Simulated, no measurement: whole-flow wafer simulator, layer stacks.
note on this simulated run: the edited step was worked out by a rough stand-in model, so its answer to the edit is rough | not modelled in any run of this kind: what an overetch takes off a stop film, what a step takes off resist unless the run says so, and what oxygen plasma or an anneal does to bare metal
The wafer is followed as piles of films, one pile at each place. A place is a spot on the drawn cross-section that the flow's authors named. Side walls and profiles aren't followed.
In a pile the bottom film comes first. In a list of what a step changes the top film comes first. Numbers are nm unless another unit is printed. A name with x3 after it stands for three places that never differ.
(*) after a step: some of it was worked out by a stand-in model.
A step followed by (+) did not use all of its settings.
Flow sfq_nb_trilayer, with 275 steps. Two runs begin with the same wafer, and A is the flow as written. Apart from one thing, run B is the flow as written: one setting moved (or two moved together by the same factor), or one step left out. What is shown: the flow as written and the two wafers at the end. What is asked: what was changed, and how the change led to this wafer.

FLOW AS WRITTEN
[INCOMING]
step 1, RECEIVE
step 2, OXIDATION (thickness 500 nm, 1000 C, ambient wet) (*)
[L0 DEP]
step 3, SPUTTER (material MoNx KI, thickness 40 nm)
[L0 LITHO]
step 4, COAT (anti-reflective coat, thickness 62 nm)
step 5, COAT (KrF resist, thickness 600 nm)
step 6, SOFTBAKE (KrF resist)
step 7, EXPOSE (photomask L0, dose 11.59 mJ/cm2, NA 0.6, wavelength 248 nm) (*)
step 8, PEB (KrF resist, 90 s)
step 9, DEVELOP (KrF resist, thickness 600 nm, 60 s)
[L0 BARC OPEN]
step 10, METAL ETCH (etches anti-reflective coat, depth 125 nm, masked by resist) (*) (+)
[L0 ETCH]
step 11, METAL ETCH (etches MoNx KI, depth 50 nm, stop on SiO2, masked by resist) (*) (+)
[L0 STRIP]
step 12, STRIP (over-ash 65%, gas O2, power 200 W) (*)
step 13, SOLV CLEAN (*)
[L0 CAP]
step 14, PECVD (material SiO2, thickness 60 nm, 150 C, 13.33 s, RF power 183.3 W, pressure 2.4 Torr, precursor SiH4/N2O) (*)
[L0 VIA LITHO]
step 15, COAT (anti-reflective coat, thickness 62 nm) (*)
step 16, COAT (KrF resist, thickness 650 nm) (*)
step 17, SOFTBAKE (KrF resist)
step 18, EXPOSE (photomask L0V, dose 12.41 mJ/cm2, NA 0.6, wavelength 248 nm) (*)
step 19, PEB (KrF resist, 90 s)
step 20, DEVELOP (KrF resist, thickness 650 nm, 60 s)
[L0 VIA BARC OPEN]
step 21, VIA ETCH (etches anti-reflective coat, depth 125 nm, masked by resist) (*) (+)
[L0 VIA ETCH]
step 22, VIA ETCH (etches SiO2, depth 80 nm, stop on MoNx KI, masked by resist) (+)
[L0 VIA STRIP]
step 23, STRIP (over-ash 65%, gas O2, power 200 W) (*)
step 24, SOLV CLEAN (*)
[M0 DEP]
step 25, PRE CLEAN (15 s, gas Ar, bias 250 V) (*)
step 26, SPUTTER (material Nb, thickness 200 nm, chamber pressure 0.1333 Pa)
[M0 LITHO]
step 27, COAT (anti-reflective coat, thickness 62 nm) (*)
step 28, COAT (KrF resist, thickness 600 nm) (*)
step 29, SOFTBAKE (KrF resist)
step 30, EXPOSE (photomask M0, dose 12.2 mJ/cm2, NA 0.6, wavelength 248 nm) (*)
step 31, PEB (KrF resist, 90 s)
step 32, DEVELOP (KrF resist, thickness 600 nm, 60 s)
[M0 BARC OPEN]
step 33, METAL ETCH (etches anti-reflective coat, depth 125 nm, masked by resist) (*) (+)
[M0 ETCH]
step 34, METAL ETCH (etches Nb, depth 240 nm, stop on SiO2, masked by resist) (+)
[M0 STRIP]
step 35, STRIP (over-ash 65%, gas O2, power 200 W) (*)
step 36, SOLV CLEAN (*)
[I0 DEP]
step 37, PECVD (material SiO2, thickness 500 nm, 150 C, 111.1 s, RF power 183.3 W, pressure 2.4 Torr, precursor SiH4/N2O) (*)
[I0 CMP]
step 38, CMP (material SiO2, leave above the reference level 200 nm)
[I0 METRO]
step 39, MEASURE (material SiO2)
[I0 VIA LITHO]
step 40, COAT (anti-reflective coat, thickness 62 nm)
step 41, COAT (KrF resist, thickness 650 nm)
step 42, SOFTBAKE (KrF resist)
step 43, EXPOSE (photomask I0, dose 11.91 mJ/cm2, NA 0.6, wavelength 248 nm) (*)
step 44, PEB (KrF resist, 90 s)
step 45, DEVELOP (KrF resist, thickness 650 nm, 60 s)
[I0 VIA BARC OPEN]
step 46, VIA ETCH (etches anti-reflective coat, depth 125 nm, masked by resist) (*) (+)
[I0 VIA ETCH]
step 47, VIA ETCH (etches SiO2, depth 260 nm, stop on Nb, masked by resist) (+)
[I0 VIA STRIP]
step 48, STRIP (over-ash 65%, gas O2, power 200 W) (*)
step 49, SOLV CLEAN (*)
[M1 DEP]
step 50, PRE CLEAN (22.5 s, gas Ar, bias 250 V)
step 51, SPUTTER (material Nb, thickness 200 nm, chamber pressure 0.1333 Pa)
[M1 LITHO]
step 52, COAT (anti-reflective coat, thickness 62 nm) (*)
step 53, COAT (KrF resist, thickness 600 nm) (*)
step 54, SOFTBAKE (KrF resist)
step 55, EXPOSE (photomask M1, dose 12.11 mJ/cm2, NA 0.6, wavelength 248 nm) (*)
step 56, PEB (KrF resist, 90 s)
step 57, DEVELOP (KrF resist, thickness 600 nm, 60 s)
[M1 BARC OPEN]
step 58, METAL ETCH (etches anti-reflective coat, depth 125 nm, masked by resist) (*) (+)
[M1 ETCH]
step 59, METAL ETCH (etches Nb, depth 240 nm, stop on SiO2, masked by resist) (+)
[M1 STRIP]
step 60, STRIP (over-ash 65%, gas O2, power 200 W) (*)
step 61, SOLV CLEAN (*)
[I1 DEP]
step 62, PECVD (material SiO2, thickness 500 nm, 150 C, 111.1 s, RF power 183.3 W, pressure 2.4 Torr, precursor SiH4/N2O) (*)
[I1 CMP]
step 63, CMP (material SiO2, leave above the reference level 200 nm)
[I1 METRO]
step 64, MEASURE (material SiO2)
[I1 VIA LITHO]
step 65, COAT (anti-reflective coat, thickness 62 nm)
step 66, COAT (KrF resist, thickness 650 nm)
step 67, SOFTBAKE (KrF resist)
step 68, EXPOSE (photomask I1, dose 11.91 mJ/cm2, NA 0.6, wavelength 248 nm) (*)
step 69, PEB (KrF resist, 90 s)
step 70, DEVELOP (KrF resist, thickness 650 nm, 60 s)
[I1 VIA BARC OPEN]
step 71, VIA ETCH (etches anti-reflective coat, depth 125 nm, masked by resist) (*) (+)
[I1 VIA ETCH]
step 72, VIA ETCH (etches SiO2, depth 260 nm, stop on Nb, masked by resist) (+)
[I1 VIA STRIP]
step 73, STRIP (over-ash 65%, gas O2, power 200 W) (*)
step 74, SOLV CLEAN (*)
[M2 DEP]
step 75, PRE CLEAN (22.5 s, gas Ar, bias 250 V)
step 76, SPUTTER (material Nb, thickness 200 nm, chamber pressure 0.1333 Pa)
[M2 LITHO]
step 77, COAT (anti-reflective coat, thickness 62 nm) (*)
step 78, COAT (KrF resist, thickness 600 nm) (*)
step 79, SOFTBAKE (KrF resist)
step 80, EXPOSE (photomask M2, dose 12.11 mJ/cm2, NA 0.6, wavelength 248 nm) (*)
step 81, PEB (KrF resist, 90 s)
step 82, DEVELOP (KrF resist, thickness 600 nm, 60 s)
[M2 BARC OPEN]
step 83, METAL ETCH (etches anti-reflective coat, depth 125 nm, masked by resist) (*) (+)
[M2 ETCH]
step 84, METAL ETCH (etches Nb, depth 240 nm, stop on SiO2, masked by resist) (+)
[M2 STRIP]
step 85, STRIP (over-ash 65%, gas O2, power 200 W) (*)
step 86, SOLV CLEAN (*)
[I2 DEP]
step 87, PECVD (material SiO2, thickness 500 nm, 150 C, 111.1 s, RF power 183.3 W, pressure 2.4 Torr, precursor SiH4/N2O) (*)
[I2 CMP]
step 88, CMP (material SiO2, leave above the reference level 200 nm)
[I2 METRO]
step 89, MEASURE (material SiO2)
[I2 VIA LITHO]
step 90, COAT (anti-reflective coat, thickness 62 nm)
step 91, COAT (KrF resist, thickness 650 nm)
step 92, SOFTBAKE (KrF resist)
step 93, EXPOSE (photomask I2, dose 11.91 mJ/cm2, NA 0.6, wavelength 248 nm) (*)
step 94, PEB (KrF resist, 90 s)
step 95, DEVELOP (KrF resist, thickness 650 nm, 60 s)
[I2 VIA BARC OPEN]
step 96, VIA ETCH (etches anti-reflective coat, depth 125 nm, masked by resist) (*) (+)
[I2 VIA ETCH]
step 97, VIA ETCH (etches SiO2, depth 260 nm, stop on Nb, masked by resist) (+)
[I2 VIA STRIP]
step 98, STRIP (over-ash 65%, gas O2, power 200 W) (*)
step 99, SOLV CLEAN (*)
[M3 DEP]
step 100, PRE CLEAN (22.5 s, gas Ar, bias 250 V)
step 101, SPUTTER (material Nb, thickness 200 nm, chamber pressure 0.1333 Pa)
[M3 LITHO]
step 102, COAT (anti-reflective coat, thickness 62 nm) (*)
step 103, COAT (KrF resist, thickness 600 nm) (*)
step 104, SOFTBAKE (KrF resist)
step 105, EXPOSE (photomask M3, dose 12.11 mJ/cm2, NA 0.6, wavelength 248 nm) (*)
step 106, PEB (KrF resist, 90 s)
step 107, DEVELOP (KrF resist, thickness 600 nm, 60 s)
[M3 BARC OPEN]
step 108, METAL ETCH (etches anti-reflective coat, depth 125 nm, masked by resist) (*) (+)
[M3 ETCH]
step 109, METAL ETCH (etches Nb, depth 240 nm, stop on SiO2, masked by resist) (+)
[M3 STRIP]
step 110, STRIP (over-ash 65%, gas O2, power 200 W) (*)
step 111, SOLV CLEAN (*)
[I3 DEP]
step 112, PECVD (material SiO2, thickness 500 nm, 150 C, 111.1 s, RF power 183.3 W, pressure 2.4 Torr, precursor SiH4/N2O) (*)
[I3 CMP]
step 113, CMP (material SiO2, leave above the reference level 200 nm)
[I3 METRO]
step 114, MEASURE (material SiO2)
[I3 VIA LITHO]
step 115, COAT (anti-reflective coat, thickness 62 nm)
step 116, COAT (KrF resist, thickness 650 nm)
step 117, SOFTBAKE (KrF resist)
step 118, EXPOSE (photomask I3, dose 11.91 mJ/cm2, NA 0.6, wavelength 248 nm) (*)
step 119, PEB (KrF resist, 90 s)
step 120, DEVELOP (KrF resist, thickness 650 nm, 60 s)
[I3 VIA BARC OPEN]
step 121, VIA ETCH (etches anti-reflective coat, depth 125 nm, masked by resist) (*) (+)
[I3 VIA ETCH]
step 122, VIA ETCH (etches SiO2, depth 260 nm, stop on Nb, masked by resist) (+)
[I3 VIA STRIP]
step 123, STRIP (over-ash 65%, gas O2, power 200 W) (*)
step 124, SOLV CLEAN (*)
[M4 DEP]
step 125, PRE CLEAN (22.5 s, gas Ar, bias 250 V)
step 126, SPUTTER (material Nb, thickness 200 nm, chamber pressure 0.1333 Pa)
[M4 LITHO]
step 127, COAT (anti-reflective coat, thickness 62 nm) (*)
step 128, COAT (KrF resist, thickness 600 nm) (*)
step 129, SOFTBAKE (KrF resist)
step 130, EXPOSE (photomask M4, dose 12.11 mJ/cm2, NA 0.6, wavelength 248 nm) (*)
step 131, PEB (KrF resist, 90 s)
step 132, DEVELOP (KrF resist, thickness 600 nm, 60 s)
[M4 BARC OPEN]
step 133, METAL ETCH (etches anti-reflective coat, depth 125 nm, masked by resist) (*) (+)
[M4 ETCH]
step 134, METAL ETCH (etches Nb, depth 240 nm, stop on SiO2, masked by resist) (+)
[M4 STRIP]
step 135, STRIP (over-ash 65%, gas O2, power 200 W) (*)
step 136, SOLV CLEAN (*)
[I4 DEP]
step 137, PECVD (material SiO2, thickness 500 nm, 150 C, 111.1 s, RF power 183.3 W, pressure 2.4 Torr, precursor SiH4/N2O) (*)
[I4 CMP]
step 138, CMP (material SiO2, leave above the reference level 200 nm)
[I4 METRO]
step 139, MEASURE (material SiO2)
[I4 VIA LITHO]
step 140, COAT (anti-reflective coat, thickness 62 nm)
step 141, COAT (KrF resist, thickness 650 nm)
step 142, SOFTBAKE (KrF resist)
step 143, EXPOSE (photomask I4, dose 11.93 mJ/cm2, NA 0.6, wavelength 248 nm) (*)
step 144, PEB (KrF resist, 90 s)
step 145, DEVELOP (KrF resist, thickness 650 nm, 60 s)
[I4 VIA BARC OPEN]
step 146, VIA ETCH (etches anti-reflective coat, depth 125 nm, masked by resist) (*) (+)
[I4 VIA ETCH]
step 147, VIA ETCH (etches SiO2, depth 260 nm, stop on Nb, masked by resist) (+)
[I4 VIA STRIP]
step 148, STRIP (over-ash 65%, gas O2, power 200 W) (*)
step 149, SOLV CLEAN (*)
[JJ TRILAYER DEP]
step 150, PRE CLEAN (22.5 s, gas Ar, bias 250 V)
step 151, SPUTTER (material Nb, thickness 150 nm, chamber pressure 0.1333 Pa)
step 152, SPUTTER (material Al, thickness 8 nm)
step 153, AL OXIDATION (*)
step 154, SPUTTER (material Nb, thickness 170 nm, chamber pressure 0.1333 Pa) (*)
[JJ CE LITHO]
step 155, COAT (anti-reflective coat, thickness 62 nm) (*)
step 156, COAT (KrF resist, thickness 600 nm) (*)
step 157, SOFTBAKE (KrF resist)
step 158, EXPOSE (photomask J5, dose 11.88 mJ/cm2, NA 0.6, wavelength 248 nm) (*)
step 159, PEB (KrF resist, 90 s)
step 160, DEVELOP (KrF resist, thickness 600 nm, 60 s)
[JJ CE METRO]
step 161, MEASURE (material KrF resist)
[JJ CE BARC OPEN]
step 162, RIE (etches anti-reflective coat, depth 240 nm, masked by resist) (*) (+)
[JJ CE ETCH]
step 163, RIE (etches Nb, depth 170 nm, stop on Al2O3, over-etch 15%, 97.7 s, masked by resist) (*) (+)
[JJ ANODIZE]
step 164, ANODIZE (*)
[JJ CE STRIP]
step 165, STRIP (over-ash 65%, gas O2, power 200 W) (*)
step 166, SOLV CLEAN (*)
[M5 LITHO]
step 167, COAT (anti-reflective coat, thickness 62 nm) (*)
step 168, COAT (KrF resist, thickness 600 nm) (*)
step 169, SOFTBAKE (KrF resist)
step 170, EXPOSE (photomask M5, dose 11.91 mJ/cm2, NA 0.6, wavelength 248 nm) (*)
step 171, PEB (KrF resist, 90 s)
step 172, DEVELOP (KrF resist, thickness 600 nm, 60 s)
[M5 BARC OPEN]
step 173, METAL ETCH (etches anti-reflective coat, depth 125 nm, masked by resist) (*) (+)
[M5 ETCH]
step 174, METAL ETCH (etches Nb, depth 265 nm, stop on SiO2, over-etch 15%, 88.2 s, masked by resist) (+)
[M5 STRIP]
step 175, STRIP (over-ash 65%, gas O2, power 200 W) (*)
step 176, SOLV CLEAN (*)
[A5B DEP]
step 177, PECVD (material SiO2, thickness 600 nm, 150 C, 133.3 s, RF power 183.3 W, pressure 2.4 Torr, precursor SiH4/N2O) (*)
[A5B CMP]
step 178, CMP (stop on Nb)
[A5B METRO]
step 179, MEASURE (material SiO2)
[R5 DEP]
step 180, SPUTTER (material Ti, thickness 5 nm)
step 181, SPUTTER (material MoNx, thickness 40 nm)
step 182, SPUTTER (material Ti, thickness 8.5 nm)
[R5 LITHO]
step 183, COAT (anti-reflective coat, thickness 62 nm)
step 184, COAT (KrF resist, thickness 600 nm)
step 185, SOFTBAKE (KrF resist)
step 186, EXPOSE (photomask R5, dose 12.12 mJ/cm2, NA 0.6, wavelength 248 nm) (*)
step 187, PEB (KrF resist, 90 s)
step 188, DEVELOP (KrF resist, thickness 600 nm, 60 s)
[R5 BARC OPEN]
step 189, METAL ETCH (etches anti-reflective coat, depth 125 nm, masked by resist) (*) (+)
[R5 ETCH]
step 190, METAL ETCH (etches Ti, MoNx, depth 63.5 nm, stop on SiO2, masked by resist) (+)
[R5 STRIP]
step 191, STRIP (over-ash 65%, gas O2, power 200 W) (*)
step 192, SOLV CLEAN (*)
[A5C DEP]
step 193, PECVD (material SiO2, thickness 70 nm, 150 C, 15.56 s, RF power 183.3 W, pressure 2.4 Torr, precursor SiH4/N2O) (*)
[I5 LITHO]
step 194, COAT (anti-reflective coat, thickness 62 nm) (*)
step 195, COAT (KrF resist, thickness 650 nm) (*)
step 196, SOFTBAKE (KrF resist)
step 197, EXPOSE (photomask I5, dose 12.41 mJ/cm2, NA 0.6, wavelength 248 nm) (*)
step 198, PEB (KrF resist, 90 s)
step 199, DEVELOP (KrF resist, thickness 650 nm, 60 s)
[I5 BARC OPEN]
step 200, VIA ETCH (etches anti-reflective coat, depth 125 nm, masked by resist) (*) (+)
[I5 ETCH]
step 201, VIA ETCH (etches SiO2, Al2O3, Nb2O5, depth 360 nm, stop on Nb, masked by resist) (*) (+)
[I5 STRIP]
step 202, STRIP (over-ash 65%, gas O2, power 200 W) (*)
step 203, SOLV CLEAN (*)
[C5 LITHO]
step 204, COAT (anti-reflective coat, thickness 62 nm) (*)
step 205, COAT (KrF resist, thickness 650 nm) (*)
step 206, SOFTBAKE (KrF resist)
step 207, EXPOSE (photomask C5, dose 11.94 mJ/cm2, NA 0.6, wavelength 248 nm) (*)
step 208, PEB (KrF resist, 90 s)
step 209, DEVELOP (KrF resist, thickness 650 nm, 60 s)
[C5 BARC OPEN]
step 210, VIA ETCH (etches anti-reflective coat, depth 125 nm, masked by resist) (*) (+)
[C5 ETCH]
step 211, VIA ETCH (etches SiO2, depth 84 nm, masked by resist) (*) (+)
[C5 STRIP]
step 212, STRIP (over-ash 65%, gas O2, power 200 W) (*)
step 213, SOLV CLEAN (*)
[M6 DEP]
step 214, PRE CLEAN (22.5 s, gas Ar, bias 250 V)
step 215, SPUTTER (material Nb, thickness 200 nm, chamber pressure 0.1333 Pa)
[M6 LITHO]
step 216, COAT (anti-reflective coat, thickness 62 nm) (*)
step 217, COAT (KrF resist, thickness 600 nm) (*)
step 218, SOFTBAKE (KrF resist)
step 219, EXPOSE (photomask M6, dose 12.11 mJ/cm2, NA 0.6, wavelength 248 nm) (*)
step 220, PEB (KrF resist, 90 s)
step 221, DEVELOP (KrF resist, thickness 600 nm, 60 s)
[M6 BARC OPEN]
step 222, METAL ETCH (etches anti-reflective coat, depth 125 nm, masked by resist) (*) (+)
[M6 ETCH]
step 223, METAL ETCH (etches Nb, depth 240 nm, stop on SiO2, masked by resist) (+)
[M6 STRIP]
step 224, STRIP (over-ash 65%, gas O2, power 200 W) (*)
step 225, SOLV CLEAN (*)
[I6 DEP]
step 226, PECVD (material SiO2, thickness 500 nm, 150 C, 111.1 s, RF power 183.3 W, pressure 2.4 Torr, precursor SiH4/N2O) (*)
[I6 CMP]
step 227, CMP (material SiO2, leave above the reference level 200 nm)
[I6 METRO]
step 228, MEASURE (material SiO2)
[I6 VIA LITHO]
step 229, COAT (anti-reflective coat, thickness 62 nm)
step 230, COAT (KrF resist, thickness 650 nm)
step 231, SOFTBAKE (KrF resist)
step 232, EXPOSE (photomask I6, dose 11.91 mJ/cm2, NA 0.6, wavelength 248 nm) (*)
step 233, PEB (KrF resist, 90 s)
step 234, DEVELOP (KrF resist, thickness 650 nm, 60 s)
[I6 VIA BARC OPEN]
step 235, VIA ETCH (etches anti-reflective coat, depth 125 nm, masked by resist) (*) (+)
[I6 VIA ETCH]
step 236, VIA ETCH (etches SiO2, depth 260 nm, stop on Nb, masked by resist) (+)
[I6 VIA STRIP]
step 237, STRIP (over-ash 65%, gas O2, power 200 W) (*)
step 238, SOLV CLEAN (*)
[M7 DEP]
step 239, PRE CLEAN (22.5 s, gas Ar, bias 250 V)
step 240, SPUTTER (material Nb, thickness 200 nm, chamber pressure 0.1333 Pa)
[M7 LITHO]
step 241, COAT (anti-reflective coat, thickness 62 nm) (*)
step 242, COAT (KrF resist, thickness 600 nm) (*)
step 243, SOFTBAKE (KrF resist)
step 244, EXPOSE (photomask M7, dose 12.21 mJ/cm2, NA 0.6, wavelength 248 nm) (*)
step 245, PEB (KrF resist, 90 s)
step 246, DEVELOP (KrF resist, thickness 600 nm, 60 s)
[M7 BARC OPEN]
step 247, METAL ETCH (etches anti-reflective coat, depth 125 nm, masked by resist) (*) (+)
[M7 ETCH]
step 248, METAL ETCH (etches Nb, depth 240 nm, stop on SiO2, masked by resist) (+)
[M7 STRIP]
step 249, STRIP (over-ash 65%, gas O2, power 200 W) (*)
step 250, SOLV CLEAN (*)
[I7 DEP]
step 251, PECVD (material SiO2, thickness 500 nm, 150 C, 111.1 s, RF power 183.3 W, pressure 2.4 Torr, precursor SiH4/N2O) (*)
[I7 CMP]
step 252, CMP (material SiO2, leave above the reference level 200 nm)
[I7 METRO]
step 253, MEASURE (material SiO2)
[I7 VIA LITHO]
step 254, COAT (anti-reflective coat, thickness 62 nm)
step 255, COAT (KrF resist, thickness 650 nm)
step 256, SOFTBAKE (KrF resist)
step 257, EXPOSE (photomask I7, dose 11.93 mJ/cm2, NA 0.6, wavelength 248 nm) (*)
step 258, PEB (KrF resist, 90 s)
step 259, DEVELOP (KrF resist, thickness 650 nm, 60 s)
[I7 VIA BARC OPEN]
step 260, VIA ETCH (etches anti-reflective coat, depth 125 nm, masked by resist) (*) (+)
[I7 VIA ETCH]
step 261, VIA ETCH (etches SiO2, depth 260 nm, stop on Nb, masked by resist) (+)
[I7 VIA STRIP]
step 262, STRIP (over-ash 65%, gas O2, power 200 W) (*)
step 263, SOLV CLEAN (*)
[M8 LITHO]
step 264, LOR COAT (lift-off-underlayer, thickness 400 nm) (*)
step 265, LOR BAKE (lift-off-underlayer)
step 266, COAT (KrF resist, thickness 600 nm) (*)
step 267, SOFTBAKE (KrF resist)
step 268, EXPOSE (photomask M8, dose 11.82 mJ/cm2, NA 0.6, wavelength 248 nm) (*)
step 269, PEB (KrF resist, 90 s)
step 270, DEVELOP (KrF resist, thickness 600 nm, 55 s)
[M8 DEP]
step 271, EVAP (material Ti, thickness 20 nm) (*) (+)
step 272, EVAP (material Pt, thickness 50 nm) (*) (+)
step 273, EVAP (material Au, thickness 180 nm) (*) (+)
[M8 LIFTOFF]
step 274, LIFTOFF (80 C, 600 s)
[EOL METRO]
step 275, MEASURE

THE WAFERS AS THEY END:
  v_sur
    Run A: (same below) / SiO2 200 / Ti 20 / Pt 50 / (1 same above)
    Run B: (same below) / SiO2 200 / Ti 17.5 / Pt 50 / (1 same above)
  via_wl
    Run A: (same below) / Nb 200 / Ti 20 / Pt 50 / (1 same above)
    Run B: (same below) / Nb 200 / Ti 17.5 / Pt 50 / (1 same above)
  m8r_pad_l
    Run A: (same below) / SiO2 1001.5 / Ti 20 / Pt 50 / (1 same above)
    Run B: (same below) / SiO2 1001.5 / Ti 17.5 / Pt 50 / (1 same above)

What caused this: step 271, EVAP: thickness 17.5 nm was run, while the flow as written has thickness 20 nm.
One can read it off the wafer: v_sur has Ti 17.5, and step 271 as written asks for 20 nm.

How this came from the change, step by step:
  step 271, EVAP (material Ti, thickness 20 nm) (*) (+)
      field_l, v_sur, via_wl and 103 more: A Ti gains 20 (new film) | B Ti gains 17.5 (new film)
  step 274, LIFTOFF (80 C, 600 s)
      p4_fl, p4_fm, p4_w1 and 71 more: A Au loses 180 (all of it), Pt loses 50 (all of it), Ti loses 20 (all of it), KrF resist loses 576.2 (all of it), lift-off-underlayer loses 400 (all of it) | B Au loses 180 (all of it), Pt loses 50 (all of it), Ti loses 17.5 (all of it), KrF resist loses 576.2 (all of it), lift-off-underlayer loses 400 (all of it)
      c5j, ce_r: A Au loses 180 (all of it), Pt loses 50 (all of it), Ti loses 20 (all of it), KrF resist loses 573.3 (all of it), lift-off-underlayer loses 399.3 (all of it) | B Au loses 180 (all of it), Pt loses 50 (all of it), Ti loses 17.5 (all of it), KrF resist loses 573.3 (all of it), lift-off-underlayer loses 399.3 (all of it)
      (as well as at 19 more places)
